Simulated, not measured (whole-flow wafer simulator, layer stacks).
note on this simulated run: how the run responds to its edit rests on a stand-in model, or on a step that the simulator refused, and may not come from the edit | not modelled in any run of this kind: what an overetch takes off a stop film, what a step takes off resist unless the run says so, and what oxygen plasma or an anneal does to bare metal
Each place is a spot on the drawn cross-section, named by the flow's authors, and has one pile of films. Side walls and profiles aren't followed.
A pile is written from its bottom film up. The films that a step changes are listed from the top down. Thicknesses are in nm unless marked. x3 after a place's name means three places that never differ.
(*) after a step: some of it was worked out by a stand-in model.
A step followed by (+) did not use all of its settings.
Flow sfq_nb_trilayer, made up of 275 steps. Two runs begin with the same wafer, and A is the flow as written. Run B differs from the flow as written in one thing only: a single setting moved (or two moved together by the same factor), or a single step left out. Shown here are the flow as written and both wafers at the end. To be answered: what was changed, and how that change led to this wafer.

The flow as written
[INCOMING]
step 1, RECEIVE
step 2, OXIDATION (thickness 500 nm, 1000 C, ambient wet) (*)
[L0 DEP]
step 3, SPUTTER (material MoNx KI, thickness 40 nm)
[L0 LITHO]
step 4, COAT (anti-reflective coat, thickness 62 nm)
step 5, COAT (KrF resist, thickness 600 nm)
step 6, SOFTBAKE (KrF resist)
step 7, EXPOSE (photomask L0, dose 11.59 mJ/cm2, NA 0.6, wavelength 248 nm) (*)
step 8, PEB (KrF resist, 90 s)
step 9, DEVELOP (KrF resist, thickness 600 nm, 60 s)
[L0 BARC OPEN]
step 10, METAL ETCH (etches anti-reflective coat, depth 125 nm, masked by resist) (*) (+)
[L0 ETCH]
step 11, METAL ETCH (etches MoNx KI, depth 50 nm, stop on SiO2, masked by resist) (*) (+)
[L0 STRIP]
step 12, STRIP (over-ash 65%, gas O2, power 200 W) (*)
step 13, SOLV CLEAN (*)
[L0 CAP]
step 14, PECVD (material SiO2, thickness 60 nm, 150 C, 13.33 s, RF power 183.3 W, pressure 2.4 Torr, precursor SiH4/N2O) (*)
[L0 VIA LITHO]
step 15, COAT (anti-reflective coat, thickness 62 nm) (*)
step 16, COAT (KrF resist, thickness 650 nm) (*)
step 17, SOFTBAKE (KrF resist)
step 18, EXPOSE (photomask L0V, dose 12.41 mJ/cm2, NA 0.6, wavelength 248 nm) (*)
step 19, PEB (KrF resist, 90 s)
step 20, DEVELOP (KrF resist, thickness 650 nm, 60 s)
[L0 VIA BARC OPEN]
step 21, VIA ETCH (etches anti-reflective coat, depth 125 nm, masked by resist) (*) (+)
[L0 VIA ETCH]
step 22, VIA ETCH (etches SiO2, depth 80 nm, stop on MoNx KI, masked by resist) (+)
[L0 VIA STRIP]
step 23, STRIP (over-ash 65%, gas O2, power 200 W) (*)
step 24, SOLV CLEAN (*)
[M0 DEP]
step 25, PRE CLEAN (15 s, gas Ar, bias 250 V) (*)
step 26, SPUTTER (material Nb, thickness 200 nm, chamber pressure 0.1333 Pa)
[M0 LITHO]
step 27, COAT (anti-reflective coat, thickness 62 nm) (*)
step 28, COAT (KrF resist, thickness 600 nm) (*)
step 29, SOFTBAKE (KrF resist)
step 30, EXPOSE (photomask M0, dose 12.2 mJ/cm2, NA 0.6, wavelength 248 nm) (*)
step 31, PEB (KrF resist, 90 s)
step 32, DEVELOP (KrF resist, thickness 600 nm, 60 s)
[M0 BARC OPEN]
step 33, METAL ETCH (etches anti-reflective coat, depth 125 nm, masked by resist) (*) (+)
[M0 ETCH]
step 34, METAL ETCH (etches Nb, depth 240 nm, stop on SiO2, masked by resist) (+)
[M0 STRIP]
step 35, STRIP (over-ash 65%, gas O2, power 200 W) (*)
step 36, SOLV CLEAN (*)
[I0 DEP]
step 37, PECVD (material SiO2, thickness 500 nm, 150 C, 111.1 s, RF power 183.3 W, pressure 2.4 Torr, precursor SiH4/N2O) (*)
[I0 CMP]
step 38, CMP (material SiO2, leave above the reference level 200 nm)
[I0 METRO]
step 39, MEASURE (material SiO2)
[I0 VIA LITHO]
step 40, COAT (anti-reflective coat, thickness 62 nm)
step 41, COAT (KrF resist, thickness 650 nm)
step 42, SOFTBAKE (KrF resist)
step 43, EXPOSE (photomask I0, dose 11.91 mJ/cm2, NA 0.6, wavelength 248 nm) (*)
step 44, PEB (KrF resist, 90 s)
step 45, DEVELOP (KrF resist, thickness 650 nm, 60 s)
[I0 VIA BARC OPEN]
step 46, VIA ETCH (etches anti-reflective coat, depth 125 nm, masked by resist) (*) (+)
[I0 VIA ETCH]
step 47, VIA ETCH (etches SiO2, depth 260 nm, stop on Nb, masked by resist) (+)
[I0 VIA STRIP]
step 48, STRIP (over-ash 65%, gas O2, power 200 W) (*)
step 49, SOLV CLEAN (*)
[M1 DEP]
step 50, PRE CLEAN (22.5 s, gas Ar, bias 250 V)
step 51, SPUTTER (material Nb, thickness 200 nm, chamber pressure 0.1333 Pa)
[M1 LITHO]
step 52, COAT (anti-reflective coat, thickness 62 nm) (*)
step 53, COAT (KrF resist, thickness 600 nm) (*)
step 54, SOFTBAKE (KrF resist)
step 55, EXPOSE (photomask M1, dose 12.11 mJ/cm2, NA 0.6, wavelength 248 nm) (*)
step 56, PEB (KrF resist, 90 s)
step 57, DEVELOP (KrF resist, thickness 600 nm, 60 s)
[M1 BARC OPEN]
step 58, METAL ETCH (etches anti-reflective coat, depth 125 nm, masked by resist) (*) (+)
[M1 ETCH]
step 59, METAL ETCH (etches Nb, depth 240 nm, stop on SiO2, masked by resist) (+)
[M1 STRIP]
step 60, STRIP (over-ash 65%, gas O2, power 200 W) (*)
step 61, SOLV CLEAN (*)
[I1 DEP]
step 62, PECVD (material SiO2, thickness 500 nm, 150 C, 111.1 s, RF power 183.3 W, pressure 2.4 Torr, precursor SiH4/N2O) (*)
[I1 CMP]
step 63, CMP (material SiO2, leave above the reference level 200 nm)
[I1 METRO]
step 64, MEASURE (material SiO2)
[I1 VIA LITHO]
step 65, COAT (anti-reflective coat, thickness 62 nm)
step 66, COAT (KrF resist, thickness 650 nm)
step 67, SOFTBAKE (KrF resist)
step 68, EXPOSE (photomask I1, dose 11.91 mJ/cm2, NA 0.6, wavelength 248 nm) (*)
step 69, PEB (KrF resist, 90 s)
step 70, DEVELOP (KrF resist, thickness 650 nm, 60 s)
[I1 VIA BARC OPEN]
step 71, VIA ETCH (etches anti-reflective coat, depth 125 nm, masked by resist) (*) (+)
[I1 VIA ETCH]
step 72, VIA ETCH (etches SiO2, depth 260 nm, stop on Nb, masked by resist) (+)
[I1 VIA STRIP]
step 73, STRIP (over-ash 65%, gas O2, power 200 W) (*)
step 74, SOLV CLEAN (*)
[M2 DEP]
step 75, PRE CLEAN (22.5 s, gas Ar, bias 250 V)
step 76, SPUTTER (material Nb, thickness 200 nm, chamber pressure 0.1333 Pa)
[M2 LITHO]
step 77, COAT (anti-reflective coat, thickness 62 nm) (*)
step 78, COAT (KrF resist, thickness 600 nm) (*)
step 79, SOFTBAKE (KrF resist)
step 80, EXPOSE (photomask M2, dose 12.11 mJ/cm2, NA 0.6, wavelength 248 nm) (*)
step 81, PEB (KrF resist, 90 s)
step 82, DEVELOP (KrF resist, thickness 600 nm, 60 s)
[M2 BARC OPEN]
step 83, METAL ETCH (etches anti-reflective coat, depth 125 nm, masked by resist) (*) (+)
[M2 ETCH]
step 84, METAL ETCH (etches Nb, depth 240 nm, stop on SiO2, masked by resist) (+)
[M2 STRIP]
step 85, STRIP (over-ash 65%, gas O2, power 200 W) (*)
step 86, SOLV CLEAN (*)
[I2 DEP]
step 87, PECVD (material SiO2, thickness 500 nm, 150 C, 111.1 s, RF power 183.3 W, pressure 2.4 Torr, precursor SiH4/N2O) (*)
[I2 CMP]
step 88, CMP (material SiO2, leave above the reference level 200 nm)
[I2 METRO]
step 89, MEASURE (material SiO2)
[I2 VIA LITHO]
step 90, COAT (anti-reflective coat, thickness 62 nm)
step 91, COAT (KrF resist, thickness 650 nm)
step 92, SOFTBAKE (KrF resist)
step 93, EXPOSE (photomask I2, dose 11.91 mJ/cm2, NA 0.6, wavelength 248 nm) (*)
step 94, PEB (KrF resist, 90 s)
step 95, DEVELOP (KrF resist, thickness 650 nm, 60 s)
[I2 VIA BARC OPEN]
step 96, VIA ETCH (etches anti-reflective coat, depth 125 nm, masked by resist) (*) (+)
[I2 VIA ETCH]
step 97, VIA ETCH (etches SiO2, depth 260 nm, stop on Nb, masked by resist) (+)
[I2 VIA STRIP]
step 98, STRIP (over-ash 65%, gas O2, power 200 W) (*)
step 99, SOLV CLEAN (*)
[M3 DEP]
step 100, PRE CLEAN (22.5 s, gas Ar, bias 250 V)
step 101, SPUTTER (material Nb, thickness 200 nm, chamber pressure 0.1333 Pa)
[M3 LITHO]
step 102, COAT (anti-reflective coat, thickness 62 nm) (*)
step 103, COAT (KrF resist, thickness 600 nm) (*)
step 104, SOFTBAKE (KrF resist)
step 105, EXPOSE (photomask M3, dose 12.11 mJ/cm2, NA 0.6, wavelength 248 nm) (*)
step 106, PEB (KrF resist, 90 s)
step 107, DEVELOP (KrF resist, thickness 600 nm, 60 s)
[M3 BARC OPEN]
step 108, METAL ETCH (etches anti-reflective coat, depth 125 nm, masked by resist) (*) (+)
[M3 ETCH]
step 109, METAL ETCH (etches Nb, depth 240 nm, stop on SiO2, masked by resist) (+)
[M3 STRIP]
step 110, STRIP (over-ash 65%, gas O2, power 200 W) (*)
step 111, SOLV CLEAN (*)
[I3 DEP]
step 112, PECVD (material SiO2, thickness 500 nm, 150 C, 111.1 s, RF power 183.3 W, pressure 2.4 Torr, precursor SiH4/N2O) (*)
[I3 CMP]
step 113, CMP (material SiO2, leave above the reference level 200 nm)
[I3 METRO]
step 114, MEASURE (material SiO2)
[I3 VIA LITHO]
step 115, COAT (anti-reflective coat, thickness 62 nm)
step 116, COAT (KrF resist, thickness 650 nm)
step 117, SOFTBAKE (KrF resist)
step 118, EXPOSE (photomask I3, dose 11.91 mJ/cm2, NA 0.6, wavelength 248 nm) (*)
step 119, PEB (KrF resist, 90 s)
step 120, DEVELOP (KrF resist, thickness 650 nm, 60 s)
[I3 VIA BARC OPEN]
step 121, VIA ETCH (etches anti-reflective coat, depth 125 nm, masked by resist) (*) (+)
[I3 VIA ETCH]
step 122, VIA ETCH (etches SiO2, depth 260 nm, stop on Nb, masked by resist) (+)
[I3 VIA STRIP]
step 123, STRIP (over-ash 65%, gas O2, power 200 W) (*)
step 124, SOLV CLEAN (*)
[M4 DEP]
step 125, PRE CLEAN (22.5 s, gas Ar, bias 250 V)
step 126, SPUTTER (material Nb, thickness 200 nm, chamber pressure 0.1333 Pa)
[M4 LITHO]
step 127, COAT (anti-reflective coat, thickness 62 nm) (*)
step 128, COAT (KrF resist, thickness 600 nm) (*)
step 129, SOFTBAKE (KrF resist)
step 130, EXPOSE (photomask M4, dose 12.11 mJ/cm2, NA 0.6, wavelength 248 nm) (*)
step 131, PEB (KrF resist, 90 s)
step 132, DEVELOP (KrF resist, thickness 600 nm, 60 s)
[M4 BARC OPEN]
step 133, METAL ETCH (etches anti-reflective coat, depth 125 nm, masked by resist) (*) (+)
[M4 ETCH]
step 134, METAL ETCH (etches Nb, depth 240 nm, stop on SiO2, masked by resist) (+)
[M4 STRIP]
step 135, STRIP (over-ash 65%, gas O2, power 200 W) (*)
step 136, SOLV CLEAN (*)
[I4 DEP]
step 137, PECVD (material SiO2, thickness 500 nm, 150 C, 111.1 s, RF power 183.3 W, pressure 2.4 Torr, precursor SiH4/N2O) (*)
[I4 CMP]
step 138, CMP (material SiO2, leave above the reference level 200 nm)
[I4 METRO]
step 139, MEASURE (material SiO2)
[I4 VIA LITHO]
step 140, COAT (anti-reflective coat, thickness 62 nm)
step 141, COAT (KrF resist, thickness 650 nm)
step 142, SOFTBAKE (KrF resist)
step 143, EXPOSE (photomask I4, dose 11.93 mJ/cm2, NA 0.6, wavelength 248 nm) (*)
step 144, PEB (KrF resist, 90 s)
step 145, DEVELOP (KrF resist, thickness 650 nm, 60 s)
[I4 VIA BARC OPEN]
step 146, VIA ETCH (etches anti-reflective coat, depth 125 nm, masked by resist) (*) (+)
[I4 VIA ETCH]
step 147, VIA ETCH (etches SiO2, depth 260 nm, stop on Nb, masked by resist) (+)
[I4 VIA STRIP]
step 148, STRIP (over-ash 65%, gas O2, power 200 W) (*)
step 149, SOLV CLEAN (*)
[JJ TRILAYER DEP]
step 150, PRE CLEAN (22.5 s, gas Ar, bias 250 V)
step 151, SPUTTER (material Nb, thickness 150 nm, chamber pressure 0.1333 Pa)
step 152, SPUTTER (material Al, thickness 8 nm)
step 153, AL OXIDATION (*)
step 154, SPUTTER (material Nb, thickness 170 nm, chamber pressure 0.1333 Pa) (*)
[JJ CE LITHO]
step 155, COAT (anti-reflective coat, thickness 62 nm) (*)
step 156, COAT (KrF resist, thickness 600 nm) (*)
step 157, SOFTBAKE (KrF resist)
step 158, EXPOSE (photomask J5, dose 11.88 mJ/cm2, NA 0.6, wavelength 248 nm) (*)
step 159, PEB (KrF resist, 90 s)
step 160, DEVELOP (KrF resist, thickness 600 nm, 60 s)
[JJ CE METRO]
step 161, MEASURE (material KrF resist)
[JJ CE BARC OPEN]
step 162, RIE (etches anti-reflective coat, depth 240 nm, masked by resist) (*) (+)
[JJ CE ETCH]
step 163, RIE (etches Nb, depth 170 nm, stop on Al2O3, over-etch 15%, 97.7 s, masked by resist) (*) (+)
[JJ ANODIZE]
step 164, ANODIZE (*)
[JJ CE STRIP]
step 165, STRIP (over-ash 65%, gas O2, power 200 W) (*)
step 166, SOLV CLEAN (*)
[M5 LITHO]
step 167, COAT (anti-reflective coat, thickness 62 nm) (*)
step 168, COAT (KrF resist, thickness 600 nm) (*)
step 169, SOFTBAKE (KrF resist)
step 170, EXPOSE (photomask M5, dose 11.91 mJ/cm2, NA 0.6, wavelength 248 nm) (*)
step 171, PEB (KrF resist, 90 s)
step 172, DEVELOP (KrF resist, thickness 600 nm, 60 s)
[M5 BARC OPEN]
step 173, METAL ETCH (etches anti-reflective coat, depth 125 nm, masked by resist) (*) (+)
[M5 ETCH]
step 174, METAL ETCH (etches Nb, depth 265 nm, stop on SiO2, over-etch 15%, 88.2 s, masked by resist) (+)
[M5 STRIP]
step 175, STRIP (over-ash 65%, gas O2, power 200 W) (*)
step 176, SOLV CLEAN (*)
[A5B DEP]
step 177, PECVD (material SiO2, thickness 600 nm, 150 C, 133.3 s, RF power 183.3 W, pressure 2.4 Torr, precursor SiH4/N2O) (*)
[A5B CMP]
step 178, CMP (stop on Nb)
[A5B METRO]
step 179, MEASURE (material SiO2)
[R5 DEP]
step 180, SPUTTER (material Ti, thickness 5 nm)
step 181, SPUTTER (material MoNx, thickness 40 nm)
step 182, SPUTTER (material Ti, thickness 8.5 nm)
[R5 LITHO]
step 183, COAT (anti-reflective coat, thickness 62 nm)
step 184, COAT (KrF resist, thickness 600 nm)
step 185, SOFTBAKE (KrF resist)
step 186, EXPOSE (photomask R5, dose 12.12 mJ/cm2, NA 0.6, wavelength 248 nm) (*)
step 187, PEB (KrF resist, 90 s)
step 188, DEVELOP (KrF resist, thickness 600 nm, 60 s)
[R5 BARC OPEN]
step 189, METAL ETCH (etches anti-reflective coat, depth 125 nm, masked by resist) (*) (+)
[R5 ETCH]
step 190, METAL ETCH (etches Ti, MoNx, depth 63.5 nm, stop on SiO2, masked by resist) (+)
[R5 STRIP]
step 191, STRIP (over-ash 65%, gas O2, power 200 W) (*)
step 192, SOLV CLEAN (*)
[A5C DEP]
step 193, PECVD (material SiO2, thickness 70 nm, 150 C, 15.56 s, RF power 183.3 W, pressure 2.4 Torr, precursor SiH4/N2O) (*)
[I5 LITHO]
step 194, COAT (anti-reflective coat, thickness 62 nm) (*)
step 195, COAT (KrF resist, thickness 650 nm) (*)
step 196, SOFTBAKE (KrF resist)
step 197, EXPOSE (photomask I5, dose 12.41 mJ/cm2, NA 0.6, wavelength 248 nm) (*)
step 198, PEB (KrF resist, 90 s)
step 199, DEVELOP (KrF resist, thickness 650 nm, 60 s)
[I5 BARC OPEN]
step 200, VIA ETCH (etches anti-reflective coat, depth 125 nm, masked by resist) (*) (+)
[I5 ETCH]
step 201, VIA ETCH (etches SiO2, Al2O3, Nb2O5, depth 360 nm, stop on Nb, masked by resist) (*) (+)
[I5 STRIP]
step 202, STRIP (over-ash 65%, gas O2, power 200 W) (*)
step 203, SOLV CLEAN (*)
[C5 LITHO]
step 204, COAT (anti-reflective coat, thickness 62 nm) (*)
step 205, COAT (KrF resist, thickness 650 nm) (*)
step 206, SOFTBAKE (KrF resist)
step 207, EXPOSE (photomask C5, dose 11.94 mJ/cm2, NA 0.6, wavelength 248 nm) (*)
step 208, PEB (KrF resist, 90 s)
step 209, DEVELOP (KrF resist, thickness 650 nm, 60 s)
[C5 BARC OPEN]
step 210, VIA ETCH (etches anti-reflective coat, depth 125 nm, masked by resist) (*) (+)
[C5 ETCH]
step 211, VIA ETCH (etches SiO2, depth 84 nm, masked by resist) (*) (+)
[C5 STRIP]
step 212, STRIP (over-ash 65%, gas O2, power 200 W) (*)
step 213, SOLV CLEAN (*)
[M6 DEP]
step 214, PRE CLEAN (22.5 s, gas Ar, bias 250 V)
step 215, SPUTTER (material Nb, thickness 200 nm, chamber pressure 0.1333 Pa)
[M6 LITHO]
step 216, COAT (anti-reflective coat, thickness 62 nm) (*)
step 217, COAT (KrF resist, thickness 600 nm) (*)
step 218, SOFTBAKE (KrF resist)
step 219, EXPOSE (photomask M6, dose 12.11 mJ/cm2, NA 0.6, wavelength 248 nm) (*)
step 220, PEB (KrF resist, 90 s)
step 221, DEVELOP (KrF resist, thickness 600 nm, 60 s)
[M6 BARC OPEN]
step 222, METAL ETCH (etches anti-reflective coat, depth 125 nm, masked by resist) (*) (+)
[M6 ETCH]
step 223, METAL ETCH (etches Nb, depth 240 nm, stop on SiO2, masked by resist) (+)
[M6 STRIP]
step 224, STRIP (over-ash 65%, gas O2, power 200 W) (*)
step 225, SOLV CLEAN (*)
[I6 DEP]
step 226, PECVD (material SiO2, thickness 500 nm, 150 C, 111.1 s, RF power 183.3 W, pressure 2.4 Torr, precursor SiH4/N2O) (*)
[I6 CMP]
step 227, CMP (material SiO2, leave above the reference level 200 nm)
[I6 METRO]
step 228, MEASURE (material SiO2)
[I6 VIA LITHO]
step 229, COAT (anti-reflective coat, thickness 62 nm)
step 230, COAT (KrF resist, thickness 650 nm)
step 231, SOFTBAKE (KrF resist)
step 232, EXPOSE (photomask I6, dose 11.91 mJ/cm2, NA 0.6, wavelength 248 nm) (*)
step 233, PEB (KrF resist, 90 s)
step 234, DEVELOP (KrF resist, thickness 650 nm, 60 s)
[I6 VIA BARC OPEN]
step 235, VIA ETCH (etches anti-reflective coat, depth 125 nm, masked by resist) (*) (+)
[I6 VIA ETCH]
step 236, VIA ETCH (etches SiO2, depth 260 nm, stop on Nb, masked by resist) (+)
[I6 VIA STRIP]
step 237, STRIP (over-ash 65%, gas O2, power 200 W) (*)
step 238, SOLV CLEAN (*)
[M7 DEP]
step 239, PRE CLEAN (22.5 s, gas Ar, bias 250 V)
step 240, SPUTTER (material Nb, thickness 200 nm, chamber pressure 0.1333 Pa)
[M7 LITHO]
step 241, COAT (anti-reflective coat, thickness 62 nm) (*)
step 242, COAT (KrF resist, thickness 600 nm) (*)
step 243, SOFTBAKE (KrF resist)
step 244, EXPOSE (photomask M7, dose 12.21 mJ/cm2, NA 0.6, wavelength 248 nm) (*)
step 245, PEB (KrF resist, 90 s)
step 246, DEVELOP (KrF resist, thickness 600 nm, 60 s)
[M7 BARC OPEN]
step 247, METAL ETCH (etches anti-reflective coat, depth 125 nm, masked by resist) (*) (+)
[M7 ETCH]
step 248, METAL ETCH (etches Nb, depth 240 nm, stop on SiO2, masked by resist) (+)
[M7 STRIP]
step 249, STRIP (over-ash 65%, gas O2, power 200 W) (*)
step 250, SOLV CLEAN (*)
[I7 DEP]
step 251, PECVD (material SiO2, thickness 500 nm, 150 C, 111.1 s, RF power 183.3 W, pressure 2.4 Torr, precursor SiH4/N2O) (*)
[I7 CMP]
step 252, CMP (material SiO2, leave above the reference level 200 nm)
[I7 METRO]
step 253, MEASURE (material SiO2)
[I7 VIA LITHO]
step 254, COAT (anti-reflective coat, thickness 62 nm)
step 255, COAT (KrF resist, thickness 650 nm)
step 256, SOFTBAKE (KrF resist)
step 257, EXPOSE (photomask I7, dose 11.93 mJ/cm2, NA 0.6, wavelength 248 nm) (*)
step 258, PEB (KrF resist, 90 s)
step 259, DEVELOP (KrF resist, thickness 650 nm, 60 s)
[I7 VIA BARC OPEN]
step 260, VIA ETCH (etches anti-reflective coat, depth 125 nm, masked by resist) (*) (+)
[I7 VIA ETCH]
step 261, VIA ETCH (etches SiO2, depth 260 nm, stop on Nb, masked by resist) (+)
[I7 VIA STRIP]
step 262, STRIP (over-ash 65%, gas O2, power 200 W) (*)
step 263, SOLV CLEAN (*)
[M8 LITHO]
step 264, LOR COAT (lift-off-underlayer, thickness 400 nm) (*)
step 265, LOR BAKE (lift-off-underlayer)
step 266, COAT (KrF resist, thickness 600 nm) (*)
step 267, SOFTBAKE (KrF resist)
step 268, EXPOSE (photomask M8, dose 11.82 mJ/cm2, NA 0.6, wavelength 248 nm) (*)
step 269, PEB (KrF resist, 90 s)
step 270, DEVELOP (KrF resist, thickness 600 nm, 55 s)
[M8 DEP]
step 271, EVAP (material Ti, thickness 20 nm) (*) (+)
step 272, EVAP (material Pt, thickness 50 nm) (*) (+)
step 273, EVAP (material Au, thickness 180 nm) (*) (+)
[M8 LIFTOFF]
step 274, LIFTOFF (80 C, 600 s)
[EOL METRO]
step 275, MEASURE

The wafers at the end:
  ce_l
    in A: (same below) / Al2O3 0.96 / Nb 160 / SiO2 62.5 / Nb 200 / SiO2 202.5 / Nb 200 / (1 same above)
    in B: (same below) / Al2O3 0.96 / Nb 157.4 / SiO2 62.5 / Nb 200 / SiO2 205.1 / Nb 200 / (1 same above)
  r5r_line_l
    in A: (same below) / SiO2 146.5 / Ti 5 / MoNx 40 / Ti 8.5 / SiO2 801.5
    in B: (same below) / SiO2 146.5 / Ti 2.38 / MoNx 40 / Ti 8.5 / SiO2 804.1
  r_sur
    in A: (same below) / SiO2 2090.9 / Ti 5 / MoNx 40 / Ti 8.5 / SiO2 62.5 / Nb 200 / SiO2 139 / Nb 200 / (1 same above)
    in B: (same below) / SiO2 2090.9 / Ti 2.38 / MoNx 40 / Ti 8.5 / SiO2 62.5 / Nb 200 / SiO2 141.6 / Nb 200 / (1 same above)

What caused this: step 180, SPUTTER: thickness 2.38 nm was run, while the flow as written has thickness 5 nm.
One can read it off the wafer: r5r_line_l has Ti 2.38, and step 180 as written asks for 5 nm.

The path from the change to this, step by step:
  step 180, SPUTTER (material Ti, thickness 5 nm)
      field_l, v_sur, via_wl and 103 more: A Ti gains 5 (new film) | B Ti gains 2.38 (new film)
  step 190, METAL ETCH (etches Ti, MoNx, depth 63.5 nm, stop on SiO2, masked by resist) (+)
      field_l, v_sur, via_wl and 92 more: A Ti loses 8.5 (all of it), MoNx loses 40 (all of it), Ti loses 5 (all of it) | B Ti loses 8.5 (all of it), MoNx loses 40 (all of it), Ti loses 2.38 (all of it)
      ce_l, c5j, ce_r, wl_jj: A Ti loses 8.5 (all of it), MoNx loses 40 (all of it), Ti loses 5 (all of it), Nb loses 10 | B Ti loses 8.5 (all of it), MoNx loses 40 (all of it), Ti loses 2.38 (all of it), Nb loses 12.6
